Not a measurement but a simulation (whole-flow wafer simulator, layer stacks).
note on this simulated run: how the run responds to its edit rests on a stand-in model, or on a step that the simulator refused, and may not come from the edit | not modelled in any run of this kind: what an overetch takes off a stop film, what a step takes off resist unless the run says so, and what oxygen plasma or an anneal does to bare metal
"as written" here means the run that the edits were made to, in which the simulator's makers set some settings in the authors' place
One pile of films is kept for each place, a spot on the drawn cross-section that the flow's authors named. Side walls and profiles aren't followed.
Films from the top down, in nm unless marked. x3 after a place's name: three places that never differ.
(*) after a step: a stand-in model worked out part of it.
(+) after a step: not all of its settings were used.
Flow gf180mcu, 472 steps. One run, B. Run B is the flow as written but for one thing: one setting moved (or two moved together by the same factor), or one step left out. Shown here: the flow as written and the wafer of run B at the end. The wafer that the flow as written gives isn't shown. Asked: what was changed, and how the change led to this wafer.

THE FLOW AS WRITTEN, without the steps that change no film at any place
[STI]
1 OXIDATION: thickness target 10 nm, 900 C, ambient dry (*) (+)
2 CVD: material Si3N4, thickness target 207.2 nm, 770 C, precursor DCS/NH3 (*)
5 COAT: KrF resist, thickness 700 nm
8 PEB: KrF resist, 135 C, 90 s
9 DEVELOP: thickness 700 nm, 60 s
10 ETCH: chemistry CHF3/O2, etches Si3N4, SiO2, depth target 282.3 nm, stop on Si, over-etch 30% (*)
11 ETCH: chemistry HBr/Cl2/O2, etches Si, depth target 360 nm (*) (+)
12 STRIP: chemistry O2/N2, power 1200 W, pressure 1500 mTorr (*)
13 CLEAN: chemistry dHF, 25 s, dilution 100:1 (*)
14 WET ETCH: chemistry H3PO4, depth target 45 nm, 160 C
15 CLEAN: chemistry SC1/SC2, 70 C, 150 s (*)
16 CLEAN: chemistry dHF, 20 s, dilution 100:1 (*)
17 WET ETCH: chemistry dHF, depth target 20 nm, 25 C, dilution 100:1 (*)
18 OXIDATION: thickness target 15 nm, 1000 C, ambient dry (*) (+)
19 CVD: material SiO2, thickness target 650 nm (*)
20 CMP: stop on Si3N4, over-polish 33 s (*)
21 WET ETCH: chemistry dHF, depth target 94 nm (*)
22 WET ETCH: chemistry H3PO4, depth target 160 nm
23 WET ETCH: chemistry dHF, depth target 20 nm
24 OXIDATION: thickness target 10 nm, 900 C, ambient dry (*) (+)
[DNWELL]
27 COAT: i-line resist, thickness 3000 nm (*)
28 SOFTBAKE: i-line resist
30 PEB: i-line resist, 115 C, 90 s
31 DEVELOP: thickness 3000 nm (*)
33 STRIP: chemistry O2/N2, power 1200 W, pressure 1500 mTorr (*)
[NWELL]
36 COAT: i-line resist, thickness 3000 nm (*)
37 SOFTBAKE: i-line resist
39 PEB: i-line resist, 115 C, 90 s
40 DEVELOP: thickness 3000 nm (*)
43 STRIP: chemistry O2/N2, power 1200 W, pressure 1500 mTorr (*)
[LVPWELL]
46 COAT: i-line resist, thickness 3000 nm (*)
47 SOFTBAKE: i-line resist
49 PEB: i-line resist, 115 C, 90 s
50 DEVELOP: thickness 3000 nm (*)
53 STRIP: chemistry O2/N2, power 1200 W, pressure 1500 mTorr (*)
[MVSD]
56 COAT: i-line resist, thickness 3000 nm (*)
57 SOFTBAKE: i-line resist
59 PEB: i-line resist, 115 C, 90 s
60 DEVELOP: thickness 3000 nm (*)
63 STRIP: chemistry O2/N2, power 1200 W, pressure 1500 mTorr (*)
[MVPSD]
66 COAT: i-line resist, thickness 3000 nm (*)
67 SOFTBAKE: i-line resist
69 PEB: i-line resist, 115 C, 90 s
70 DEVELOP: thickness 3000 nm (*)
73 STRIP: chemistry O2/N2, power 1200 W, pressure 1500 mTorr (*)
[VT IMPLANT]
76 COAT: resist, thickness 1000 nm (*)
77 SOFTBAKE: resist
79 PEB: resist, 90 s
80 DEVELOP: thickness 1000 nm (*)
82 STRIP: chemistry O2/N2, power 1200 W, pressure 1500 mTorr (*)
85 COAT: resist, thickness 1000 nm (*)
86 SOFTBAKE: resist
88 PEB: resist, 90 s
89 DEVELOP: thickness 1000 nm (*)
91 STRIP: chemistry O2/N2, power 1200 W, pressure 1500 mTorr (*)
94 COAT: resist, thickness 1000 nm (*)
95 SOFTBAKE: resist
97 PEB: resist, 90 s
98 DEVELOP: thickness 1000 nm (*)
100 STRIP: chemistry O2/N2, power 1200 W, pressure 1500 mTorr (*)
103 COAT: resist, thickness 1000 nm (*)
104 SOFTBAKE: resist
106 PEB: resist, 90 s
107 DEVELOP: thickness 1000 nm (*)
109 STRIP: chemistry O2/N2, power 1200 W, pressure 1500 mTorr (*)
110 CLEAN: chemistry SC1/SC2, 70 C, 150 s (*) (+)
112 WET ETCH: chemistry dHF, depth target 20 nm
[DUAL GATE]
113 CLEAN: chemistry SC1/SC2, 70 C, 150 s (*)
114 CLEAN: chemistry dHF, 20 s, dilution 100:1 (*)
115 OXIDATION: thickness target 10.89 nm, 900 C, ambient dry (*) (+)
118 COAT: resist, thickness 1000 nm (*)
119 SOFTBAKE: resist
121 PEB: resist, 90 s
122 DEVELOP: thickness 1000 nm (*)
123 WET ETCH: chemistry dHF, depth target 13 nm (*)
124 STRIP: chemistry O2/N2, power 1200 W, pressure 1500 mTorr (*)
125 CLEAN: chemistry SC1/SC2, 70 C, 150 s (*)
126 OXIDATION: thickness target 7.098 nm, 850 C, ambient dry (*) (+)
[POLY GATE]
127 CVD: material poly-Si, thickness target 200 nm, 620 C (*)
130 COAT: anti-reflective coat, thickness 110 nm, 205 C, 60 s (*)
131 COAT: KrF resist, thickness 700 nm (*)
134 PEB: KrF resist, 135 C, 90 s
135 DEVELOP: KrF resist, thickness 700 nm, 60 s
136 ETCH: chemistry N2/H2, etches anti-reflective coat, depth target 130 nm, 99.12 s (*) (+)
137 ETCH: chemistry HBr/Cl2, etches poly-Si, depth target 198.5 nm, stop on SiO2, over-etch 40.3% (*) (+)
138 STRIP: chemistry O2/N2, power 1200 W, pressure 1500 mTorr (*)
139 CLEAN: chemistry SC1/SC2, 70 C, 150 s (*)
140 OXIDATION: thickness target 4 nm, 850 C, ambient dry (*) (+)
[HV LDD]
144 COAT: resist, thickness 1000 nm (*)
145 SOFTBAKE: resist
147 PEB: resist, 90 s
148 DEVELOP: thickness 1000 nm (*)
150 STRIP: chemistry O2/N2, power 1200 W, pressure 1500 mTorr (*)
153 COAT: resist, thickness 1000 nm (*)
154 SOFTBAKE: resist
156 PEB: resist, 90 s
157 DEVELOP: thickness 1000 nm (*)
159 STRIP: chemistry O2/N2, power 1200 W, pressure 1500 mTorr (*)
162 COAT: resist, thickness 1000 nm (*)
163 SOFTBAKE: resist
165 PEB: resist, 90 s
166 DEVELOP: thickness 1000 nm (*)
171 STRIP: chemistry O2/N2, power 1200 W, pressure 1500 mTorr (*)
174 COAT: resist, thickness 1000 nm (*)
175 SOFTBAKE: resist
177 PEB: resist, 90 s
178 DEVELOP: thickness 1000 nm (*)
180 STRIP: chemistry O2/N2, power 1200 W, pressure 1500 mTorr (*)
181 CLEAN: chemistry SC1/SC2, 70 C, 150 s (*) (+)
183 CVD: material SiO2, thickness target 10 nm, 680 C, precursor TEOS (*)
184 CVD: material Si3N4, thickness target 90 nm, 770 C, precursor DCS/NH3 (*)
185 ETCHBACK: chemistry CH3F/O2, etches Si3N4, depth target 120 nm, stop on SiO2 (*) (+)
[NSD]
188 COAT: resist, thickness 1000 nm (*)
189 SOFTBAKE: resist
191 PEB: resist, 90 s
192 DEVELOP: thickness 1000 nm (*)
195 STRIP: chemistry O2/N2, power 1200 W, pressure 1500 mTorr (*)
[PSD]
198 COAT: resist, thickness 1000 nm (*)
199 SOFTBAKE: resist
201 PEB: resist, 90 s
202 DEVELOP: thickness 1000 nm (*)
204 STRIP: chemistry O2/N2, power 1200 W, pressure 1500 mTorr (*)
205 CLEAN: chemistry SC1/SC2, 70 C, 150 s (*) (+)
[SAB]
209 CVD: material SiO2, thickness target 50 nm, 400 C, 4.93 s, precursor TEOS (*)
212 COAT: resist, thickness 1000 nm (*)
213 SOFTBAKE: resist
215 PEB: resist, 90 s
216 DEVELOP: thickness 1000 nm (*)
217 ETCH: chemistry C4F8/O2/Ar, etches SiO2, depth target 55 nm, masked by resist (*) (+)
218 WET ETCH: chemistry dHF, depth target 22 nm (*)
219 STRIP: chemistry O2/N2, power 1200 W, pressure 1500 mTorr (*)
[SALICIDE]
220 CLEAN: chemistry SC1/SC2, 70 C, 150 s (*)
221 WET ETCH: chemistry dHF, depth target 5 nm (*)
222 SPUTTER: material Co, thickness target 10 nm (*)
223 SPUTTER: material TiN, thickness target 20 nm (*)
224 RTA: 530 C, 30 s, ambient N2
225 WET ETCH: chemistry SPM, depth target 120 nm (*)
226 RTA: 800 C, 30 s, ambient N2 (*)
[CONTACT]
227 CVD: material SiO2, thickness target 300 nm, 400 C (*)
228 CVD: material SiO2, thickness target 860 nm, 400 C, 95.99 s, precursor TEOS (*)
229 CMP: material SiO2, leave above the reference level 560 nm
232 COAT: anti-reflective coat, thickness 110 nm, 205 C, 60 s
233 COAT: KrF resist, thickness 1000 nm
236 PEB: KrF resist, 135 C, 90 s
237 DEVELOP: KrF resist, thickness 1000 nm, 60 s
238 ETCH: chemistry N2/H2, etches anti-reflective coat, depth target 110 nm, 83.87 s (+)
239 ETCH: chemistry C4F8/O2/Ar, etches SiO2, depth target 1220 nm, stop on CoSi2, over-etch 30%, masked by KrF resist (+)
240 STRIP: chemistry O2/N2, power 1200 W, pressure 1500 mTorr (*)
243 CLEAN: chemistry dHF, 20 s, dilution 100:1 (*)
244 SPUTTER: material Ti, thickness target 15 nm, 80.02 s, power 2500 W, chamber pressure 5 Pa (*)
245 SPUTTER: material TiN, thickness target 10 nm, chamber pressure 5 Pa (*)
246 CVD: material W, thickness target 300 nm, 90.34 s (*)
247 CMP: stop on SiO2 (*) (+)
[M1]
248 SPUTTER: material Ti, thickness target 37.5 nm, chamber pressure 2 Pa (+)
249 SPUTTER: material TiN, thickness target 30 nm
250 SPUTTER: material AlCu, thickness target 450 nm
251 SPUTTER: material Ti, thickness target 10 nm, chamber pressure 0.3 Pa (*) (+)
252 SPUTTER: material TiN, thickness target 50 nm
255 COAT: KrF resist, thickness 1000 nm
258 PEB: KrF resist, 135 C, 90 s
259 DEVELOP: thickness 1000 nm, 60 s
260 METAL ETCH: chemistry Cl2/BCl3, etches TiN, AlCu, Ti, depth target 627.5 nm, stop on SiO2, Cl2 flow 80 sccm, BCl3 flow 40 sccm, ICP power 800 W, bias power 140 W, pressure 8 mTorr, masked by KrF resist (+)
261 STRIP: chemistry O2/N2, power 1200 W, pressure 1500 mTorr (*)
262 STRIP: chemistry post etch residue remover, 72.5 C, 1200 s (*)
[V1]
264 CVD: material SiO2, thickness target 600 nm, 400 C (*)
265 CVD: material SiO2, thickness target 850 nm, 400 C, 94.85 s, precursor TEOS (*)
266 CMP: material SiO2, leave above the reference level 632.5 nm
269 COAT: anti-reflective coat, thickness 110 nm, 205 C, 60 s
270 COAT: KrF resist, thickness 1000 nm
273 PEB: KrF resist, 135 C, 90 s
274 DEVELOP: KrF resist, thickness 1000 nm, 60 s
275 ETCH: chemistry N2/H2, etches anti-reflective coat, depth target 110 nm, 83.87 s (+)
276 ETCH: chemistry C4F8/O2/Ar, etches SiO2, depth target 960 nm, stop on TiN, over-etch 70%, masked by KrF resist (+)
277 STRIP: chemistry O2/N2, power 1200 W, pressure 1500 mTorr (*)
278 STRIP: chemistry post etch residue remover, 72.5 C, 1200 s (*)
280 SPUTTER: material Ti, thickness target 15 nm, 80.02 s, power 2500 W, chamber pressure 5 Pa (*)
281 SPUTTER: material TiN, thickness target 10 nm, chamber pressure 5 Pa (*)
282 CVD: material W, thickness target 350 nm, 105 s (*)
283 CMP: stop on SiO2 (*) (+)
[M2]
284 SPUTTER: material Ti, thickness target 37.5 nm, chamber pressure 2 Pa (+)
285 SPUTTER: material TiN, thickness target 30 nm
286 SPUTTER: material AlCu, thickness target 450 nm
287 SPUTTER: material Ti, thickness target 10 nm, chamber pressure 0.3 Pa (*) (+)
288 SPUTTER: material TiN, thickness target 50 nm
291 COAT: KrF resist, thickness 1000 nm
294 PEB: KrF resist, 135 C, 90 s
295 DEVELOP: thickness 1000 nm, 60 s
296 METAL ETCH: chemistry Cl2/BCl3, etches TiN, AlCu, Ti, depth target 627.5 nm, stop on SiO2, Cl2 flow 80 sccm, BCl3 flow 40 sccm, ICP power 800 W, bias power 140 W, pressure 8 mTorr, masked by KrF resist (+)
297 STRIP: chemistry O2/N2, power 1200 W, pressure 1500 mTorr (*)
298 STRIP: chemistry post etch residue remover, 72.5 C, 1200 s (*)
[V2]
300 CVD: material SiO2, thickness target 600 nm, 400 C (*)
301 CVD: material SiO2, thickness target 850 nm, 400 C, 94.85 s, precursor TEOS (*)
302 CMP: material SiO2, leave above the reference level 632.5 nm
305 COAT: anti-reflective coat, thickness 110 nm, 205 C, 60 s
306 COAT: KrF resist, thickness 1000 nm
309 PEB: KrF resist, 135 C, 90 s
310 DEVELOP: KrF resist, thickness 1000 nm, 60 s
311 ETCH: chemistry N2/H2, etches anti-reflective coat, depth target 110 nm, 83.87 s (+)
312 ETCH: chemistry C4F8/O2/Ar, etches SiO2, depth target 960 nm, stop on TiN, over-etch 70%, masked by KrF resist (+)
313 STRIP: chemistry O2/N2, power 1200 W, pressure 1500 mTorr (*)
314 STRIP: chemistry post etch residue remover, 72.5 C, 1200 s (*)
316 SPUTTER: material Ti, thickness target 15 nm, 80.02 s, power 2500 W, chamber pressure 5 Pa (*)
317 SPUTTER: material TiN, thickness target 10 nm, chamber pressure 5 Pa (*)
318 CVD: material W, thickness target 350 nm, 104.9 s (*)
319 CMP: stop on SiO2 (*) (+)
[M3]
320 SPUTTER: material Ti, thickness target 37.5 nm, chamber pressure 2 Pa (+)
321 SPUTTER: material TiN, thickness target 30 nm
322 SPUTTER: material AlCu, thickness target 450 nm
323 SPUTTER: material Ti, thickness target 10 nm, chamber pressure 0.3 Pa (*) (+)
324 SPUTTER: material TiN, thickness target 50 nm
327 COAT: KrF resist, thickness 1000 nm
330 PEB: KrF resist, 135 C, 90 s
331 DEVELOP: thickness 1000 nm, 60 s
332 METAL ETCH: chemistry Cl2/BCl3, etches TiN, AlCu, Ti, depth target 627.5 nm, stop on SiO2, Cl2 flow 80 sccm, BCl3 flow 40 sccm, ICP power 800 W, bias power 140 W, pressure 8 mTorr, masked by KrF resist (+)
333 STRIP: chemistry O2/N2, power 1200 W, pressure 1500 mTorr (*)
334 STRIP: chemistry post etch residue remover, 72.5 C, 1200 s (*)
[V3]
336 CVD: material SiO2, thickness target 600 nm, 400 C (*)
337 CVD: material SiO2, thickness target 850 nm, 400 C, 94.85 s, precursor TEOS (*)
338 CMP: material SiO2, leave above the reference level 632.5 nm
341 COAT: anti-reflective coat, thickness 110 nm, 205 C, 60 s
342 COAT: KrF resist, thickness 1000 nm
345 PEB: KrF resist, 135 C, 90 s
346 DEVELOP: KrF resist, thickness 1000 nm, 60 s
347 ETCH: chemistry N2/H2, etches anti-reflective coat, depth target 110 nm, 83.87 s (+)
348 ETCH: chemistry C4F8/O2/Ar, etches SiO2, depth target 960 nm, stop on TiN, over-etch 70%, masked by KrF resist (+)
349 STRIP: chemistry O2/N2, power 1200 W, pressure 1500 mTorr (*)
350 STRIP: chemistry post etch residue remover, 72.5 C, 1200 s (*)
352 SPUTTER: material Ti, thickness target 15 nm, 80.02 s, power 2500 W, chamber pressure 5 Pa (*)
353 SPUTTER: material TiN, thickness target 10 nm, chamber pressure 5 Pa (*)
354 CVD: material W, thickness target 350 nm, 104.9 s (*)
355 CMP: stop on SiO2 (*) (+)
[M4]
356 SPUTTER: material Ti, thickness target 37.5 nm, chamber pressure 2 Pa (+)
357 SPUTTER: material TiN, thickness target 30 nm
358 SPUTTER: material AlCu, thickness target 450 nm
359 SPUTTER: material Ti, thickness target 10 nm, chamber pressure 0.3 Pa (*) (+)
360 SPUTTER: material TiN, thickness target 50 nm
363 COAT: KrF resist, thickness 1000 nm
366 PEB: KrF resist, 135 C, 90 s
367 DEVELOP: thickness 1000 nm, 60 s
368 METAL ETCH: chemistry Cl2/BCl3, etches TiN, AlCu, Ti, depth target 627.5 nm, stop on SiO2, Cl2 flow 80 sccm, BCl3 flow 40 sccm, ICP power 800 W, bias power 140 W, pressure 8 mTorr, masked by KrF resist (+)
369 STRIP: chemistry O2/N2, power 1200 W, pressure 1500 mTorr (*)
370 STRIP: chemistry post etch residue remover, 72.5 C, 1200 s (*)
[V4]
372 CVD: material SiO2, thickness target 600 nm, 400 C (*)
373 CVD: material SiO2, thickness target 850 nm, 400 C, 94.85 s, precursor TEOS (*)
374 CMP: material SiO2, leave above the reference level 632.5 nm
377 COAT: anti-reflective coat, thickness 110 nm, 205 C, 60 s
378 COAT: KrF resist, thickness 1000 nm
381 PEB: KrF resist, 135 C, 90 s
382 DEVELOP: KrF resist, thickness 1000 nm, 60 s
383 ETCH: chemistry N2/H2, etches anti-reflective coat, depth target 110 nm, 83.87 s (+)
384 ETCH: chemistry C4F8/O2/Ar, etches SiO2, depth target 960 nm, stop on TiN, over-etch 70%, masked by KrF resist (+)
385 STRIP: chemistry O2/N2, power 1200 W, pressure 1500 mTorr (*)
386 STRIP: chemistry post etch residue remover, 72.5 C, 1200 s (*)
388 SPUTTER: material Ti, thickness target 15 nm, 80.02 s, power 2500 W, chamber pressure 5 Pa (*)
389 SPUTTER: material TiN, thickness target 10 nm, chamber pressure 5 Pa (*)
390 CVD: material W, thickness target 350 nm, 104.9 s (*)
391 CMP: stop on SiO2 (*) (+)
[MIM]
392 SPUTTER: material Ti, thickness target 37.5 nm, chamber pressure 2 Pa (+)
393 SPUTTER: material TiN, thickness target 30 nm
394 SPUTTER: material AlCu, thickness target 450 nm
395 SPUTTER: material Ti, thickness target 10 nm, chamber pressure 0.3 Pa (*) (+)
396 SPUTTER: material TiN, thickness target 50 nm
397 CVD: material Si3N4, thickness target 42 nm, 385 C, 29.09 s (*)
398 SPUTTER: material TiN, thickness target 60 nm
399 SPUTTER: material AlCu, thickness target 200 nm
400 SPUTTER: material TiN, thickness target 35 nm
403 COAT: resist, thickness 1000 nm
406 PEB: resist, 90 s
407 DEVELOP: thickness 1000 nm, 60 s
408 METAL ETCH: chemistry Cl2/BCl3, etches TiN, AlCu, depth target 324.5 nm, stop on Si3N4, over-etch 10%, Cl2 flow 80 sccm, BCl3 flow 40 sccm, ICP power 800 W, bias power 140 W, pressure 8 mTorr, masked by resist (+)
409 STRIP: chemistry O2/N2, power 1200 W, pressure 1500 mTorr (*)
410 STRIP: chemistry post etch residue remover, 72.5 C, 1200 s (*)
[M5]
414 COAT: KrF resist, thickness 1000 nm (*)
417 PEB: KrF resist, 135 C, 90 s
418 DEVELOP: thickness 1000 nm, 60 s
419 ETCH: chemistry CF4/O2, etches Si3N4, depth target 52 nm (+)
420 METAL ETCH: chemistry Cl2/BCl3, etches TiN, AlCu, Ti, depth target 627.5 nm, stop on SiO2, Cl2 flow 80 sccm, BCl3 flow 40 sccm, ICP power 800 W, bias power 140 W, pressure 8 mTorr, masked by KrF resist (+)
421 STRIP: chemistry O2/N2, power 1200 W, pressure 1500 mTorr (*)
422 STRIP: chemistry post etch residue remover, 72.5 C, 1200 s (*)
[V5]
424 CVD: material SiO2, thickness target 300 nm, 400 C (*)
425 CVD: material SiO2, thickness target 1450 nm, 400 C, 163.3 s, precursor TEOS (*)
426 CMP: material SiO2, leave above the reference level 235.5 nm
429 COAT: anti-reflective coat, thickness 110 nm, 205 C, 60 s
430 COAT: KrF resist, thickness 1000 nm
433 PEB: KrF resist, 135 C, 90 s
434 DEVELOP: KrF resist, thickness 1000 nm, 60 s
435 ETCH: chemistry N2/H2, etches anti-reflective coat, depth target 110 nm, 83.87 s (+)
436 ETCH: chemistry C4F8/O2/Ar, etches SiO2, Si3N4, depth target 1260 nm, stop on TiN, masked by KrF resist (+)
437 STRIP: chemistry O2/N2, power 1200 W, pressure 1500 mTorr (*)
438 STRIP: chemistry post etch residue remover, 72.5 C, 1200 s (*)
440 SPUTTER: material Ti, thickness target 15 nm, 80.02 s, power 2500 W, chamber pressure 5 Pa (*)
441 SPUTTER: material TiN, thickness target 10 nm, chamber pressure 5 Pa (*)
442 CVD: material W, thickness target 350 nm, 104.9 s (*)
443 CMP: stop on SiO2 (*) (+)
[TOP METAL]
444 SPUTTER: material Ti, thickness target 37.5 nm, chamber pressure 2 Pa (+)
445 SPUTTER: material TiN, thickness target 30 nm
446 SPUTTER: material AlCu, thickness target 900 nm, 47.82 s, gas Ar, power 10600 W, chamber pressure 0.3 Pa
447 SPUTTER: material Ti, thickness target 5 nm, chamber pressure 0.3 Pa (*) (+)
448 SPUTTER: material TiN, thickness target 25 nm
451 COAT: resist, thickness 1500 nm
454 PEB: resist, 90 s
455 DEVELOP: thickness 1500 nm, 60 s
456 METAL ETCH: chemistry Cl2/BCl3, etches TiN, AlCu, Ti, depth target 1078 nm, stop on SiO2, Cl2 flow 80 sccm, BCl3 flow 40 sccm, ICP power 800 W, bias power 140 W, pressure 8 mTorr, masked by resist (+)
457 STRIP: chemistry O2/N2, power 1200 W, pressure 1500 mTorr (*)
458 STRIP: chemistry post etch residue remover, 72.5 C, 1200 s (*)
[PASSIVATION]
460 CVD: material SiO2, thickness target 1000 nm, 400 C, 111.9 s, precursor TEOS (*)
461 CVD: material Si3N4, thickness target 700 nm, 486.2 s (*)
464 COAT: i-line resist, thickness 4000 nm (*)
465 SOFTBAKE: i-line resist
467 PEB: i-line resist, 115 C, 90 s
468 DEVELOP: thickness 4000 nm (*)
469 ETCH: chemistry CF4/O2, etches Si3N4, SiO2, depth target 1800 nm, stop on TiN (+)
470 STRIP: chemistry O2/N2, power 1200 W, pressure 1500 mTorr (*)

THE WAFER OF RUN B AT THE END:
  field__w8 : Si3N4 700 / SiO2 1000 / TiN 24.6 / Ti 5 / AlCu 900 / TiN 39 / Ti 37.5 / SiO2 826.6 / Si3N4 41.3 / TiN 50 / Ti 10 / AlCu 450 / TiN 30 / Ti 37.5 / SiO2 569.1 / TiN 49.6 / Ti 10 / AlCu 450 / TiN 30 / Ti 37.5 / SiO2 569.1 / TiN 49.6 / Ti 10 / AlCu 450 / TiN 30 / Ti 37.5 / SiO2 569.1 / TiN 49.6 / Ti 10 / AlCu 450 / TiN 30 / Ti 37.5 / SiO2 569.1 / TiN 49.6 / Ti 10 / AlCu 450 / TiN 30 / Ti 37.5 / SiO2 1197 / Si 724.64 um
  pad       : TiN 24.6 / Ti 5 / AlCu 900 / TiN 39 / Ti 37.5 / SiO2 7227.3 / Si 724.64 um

The cause: step 445, SPUTTER: thickness target 39 nm was run, where the flow has thickness target 30 nm.
It can be read off the wafer: field__w8 has TiN 39, and step 445 as written asks for 30 nm.

How the change led to this, step by step:
  445 SPUTTER: material TiN, thickness target 30 nm
      field, field__w1, field__w2 and 109 more: TiN +39 (new film) (as written it would be: TiN +30 (new film))
  456 METAL ETCH: chemistry Cl2/BCl3, etches TiN, AlCu, Ti, depth target 1078 nm, stop on SiO2, Cl2 flow 80 sccm, BCl3 flow 40 sccm, ICP power 800 W, bias power 140 W, pressure 8 mTorr, masked by resist (+)
      field, field__w1, field__w2 and 103 more: TiN -25 (all of it), Ti -5 (all of it), AlCu -900 (all of it), TiN -39 (all of it), Ti -37.5 (all of it) (as written it would be: TiN -25 (all of it), Ti -5 (all of it), AlCu -900 (all of it), TiN -30 (all of it), Ti -37.5 (all of it))
  465 SOFTBAKE: i-line resist
      field__w5, field__w9: i-line resist +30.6 (as written it would be: i-line resist +37.3)
      field__w11, field__w13: i-line resist +31.7 (as written it would be: i-line resist +37.9)
      (and at 56 more places)
